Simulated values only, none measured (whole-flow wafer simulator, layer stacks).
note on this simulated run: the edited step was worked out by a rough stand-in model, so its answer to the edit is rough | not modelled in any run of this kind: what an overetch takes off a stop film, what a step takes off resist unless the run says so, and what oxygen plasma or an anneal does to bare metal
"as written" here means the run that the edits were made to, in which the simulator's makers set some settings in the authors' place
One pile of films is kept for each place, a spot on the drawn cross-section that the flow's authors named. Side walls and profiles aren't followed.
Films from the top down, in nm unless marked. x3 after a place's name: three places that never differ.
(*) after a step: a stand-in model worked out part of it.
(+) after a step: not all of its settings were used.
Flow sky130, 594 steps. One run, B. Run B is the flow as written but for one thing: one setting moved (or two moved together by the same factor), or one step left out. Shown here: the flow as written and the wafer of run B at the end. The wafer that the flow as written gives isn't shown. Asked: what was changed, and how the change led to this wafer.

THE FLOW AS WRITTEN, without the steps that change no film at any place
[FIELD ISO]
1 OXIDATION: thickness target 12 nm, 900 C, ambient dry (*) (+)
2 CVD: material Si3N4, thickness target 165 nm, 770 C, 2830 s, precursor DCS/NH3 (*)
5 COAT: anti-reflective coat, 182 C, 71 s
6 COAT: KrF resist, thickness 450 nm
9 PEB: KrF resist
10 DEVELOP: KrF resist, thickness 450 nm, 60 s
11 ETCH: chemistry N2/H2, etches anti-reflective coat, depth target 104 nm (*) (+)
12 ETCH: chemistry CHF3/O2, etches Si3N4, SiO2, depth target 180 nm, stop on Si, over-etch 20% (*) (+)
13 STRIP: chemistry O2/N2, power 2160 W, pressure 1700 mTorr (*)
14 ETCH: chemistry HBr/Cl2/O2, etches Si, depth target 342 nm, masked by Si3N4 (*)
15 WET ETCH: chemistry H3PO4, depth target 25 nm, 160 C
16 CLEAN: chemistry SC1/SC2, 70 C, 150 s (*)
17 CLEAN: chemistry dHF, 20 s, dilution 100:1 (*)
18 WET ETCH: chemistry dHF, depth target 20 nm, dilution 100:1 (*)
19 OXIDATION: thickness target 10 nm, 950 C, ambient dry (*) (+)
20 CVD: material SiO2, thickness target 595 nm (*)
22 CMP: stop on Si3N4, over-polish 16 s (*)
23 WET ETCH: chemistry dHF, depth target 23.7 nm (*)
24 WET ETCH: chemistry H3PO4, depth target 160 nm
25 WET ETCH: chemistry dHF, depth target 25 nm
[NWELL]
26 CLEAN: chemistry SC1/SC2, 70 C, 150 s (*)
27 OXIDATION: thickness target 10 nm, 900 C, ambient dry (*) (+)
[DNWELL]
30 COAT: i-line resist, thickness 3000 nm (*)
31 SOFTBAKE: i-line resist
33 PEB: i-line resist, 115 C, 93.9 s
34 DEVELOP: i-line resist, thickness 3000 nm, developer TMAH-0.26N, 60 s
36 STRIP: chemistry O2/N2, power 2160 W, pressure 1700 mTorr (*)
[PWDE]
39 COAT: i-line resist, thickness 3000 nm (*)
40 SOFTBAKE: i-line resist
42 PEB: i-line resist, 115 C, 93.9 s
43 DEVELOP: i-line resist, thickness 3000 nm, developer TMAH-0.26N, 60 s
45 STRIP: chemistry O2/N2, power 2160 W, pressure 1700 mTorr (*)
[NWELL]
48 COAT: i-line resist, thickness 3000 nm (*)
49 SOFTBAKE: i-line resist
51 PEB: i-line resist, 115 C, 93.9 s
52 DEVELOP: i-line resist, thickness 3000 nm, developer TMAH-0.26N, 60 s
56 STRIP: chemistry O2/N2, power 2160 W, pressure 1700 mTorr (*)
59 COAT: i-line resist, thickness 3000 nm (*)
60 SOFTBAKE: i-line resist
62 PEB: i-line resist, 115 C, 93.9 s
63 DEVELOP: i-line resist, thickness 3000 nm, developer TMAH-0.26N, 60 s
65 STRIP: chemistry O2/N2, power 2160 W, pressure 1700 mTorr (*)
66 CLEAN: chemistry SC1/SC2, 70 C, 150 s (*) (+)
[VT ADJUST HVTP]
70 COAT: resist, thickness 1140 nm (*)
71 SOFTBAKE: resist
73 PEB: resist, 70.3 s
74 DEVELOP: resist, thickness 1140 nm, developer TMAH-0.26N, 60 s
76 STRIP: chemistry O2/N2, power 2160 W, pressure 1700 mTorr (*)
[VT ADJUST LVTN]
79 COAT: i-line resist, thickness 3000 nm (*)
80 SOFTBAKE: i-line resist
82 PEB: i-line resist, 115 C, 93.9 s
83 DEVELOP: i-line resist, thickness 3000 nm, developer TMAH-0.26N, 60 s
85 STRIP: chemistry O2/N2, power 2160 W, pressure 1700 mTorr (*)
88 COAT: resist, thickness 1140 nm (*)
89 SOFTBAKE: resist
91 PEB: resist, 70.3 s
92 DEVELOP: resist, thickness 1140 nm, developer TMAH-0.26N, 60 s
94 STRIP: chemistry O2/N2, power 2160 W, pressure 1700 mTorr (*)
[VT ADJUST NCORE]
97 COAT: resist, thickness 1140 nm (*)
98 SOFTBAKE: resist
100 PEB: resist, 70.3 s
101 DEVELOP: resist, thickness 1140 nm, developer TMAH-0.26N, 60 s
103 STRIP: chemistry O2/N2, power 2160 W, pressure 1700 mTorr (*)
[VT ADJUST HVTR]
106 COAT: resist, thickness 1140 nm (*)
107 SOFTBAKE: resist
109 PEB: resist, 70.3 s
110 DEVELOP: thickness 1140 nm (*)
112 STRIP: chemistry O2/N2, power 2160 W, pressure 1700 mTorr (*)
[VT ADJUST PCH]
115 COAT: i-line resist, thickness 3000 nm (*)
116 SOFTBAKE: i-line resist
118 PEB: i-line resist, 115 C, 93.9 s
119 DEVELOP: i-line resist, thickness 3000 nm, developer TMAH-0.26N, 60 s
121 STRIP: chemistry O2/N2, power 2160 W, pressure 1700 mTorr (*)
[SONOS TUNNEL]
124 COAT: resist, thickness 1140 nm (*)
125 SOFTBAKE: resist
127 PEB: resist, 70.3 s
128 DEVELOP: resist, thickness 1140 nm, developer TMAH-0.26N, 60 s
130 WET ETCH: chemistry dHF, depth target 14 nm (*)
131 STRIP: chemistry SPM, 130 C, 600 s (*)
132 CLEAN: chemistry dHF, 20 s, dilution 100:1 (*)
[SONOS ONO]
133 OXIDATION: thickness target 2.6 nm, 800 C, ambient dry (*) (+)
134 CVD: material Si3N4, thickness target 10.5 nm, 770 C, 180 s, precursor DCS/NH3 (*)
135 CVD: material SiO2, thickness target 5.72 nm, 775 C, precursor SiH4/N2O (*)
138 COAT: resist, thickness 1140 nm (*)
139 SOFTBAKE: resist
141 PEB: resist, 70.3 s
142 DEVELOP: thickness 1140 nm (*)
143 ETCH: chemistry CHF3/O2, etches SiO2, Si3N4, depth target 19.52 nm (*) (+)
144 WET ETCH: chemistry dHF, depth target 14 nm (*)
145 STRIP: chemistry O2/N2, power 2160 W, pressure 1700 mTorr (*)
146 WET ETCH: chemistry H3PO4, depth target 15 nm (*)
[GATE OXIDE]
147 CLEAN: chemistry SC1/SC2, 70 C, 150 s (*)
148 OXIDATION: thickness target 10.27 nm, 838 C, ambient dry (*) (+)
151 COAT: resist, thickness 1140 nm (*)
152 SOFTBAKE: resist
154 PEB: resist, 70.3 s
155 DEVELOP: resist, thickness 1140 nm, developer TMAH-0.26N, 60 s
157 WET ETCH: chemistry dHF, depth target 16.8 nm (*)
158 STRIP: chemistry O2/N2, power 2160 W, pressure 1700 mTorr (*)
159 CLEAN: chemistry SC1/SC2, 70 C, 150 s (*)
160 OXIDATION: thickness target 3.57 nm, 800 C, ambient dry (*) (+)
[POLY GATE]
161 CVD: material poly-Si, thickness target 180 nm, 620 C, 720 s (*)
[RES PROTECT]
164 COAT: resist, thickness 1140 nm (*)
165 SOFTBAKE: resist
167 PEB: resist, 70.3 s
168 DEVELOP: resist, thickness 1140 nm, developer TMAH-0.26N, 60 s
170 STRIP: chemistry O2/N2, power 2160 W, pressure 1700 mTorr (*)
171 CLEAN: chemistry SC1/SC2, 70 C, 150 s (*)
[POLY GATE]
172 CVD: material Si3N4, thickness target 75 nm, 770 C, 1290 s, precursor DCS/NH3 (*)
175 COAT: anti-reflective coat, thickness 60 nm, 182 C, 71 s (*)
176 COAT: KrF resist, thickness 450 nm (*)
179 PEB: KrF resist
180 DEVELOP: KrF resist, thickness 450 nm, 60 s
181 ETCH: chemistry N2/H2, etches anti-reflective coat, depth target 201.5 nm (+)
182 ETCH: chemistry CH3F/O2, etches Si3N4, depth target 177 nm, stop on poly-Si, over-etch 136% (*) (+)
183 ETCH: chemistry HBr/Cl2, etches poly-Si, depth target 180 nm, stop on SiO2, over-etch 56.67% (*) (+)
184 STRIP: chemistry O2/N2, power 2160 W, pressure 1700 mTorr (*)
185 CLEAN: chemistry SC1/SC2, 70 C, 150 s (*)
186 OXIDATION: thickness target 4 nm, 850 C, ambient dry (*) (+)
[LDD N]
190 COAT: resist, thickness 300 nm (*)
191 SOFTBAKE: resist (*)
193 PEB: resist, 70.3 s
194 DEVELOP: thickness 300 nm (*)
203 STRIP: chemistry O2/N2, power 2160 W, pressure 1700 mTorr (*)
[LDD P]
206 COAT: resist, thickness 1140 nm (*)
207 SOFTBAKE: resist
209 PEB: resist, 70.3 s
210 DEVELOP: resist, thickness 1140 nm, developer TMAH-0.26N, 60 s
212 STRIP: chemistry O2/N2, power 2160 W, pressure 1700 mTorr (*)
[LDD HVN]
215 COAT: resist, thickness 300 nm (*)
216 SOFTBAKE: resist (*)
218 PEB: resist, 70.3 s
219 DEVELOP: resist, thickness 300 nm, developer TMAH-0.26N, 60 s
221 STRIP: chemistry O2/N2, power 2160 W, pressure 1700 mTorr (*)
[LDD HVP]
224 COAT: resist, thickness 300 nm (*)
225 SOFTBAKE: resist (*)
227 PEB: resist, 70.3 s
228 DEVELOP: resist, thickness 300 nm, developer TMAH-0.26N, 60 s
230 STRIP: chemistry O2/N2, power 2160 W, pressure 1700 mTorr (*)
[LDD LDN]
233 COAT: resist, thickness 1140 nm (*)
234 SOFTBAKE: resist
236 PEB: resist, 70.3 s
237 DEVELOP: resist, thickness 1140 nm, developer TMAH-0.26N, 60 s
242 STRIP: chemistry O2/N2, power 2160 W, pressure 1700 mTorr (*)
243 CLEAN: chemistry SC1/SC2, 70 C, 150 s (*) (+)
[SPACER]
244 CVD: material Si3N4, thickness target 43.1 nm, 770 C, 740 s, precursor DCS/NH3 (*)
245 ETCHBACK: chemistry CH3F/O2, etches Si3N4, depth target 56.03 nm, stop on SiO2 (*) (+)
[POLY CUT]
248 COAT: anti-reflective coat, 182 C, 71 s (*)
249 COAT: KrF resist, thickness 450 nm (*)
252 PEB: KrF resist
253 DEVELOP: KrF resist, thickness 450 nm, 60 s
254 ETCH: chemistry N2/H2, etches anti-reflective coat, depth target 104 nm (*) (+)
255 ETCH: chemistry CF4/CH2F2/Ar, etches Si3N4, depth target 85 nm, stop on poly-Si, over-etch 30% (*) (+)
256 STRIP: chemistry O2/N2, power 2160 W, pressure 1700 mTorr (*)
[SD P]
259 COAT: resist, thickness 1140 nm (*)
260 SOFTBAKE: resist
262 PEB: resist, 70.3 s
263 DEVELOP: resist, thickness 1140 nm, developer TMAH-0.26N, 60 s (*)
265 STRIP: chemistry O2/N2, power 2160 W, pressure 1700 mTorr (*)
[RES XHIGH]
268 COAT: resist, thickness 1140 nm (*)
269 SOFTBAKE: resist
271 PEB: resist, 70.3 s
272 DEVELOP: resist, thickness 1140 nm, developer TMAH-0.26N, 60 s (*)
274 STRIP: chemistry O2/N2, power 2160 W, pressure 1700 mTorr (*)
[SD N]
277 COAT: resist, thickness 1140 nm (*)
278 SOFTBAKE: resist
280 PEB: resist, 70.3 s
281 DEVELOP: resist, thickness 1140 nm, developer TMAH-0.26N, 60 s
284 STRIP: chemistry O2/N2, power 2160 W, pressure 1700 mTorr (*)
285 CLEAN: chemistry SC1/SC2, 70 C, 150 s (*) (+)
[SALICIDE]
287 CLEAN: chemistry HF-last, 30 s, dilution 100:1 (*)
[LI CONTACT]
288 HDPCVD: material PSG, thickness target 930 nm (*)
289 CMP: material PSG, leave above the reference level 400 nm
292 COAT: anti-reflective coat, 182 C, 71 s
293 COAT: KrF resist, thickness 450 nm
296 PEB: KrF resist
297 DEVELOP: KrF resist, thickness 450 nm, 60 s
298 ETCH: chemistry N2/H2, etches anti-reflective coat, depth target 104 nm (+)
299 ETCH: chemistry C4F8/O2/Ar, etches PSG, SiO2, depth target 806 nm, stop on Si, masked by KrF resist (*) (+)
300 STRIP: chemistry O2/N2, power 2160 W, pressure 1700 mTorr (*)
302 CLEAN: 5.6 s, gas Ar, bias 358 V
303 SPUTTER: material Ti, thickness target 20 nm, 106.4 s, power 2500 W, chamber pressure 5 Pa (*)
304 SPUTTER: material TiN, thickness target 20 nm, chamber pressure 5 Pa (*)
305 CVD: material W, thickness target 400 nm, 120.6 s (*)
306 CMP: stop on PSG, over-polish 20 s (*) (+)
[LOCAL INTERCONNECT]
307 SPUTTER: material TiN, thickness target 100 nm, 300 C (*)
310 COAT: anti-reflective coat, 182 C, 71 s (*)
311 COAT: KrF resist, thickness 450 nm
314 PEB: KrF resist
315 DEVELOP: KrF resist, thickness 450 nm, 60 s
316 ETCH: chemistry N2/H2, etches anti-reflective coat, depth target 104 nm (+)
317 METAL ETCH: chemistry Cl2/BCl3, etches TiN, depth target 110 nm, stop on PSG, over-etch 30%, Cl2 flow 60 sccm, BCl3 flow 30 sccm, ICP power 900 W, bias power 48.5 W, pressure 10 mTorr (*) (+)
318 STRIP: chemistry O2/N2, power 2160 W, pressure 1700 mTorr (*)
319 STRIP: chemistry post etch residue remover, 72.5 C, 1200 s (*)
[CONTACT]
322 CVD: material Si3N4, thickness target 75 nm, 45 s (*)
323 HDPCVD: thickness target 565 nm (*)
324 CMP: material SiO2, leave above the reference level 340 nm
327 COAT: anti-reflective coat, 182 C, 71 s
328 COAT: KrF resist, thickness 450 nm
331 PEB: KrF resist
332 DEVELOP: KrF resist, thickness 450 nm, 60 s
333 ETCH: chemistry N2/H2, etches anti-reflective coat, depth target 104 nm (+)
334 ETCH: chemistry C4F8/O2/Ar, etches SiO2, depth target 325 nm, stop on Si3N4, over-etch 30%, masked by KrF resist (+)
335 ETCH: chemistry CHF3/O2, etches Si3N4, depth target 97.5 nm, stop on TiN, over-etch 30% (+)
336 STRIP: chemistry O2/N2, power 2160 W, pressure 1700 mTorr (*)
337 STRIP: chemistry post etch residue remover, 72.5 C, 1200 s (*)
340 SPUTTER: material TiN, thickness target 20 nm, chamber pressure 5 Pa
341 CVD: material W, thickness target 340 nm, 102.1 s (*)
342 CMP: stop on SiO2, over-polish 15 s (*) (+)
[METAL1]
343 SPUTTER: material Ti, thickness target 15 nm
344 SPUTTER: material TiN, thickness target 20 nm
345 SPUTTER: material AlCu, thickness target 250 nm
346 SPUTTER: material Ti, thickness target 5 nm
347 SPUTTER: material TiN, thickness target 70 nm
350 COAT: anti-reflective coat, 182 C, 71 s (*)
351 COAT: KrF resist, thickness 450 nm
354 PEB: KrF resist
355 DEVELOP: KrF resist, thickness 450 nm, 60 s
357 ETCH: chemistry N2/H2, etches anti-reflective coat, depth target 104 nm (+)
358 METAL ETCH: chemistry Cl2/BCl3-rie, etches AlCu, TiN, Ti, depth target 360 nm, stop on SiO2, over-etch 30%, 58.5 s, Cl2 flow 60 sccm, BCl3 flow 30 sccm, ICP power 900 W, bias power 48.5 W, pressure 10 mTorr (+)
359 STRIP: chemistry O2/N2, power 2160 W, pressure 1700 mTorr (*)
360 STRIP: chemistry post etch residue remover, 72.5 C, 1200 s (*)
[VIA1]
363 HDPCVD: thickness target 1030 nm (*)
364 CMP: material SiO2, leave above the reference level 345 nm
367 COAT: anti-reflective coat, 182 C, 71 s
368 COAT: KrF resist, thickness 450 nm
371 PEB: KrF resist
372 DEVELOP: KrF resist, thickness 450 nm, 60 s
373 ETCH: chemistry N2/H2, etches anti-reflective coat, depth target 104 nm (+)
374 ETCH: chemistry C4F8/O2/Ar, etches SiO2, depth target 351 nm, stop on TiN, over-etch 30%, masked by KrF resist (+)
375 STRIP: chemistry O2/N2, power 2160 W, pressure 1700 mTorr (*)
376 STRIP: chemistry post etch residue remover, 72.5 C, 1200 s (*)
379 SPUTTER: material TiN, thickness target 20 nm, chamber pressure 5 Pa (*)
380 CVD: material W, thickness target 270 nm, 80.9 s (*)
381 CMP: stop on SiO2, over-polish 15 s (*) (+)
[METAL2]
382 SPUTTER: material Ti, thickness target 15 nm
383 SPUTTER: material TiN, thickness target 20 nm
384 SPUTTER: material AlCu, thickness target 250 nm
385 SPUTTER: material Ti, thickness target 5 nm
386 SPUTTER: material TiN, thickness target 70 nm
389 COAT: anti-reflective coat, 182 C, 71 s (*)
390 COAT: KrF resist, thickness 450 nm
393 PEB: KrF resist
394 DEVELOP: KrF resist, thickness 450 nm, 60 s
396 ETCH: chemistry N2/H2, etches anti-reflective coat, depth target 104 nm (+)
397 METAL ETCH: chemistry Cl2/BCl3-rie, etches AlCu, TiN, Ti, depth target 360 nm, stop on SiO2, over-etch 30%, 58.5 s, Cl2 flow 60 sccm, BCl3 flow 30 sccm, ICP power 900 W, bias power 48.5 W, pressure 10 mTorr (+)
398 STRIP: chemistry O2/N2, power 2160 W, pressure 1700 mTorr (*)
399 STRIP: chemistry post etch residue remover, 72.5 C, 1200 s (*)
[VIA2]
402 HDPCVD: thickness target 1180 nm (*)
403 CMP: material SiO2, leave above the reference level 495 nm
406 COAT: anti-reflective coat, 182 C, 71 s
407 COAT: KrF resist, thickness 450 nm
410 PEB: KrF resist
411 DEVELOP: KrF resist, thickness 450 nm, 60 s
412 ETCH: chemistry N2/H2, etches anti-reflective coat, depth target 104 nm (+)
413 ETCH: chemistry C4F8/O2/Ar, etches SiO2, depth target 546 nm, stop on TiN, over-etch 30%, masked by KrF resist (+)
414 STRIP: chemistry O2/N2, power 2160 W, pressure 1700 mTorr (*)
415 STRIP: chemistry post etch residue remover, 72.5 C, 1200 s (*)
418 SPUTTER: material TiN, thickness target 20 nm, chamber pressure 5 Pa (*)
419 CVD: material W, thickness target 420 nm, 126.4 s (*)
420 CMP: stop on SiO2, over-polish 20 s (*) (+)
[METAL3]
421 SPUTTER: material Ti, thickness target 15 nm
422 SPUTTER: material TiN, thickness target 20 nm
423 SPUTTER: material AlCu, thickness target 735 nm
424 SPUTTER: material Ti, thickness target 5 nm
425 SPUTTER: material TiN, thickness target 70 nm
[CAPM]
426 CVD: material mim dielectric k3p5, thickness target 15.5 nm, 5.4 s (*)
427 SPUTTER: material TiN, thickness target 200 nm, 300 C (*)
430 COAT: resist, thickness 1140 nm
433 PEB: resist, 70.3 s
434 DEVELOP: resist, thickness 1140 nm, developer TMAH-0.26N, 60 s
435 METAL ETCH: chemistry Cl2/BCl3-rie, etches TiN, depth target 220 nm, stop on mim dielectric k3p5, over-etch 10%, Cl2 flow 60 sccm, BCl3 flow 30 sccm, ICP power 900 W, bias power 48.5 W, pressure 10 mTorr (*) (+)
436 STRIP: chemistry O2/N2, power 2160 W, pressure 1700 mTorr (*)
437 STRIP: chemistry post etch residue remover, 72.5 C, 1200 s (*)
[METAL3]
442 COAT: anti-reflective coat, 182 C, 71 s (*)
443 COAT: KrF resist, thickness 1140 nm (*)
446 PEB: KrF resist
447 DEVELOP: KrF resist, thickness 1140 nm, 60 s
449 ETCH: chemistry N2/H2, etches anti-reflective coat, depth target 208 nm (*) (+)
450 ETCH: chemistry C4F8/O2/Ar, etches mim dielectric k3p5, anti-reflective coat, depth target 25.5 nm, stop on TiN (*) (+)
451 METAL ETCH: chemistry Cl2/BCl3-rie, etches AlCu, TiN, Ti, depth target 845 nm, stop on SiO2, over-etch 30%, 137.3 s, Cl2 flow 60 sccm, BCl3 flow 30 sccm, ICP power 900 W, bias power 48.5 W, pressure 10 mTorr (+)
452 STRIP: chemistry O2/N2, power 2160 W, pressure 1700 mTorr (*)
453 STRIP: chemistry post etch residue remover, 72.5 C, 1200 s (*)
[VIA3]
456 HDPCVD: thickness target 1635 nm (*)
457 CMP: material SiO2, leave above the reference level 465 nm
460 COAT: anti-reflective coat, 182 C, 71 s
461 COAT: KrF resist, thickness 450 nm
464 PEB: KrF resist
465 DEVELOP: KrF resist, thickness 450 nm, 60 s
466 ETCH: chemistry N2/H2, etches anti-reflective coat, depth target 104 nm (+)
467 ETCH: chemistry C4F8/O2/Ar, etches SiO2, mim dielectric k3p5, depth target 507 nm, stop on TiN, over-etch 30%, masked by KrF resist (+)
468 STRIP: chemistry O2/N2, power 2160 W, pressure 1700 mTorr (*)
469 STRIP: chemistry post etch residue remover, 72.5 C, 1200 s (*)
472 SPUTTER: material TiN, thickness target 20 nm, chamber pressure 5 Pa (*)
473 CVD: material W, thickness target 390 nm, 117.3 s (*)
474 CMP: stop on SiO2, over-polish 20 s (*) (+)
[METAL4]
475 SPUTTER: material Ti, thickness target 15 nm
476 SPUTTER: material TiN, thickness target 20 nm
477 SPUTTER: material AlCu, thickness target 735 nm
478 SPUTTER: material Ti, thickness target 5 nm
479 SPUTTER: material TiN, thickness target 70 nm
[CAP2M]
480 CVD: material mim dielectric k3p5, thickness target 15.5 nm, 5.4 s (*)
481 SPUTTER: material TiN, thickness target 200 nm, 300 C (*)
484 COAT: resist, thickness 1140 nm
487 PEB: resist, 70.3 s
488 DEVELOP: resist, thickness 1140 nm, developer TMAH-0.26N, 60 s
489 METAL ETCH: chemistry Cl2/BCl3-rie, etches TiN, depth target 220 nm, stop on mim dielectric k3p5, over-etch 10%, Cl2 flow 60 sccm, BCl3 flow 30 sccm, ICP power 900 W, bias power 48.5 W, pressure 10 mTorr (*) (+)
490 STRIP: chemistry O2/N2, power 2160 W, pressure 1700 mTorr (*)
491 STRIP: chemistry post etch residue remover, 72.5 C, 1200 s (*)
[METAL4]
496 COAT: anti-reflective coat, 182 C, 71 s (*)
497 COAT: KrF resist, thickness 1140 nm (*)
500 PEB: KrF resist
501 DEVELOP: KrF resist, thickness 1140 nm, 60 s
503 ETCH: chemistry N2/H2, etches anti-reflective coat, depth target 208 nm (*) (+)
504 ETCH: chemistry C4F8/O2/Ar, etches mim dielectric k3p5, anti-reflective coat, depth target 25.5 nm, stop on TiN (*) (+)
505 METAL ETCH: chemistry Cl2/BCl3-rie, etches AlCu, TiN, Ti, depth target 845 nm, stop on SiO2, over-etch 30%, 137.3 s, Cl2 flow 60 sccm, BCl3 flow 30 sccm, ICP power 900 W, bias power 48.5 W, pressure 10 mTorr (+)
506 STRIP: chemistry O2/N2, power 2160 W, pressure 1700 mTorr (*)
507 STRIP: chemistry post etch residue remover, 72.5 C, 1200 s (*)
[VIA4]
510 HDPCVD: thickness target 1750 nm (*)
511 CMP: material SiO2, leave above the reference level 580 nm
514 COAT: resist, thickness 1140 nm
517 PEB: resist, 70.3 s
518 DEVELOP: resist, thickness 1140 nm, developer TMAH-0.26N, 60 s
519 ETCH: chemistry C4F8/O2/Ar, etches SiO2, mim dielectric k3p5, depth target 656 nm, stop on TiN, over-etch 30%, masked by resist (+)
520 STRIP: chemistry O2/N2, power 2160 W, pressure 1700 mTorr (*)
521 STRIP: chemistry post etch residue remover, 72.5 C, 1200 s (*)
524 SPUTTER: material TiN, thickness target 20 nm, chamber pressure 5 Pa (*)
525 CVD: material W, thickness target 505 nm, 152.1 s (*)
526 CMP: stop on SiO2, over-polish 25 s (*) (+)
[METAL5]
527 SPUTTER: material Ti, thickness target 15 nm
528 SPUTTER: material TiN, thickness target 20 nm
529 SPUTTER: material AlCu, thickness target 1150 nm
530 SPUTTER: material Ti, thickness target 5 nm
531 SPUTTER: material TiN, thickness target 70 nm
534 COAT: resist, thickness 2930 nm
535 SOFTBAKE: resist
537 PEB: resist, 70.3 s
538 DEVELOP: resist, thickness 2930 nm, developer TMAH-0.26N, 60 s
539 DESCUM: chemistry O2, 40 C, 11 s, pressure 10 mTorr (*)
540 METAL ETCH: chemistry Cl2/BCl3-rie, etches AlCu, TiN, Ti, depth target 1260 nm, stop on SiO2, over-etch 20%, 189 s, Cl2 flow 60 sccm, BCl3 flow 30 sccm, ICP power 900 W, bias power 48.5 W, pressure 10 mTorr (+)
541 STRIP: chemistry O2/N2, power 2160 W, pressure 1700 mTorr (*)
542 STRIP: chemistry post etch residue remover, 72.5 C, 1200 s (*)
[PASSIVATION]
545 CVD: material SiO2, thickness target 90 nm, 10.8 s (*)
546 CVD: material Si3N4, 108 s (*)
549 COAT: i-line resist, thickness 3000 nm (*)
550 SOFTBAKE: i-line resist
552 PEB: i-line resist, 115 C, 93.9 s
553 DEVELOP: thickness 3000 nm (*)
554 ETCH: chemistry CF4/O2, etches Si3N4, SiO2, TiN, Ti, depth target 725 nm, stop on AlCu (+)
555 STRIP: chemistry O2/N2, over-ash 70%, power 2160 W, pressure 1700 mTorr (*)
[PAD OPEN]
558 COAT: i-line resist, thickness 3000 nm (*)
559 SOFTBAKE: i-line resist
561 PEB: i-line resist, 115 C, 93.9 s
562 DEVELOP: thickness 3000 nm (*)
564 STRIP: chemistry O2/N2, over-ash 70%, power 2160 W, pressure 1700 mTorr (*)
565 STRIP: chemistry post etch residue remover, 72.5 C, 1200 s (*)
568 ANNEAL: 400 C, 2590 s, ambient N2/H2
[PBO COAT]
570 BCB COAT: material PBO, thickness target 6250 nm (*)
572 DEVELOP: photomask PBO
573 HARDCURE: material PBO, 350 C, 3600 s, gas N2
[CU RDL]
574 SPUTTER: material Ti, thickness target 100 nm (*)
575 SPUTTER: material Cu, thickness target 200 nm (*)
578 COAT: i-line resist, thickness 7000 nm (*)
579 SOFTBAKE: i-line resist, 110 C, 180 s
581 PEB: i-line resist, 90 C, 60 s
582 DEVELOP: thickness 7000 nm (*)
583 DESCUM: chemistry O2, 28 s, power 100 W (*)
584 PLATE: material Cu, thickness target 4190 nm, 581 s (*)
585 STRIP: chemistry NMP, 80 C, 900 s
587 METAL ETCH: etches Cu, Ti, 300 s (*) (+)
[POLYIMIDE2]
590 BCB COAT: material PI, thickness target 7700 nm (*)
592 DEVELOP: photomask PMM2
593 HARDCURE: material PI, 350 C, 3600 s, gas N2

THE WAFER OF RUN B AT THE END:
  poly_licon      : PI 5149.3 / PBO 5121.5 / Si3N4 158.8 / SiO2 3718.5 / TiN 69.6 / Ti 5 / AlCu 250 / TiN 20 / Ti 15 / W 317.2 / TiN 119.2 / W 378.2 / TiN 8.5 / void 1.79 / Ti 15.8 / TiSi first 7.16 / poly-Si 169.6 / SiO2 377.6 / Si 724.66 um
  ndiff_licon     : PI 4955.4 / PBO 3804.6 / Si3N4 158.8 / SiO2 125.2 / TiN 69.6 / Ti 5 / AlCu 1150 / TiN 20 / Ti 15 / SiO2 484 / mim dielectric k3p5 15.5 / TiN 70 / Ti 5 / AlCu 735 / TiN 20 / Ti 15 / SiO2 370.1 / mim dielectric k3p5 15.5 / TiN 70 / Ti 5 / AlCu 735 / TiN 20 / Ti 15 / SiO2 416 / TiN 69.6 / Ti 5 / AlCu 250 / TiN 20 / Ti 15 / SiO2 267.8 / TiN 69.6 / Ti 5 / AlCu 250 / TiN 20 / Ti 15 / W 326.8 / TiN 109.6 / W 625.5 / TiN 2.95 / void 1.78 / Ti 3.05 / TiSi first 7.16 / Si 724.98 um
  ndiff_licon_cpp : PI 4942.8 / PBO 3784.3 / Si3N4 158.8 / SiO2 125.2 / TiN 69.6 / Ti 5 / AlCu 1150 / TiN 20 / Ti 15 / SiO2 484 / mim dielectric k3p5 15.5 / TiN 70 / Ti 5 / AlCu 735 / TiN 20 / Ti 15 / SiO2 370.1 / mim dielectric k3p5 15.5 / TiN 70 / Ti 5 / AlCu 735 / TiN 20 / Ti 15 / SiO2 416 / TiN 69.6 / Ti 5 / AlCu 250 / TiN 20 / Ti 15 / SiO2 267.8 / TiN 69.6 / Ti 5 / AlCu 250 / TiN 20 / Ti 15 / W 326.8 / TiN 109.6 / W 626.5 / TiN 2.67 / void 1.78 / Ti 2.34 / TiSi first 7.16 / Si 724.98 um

The cause: step 304, SPUTTER: thickness target 8.5 nm was run, where the flow has thickness target 20 nm.
It can be read off the wafer: poly_licon has TiN 8.5, and step 304 as written asks for 20 nm.

How the change led to this, step by step:
  304 SPUTTER: material TiN, thickness target 20 nm, chamber pressure 5 Pa (*)
      field, active, n_well and 185 more: TiN +8.5 (new film) (as written it would be: TiN +20 (new film))
      ndiff_licon: TiN +2.95 (new film) (as written it would be: TiN +6.83 (new film))
      (and at 2 more places)
  306 CMP: stop on PSG, over-polish 20 s (*) (+)
      field, active, n_well and 184 more: W -400 (all of it), TiN -8.5 (all of it), Ti -20 (all of it), PSG -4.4 (as written it would be: W -400 (all of it), TiN -20 (all of it), Ti -20 (all of it), PSG -4.4)
      ndiff_licon, ndiff_licon_cpp, rpo_hd_licon: W -433.4 (as written it would be: W -444.9)
      (and at 1 more place)
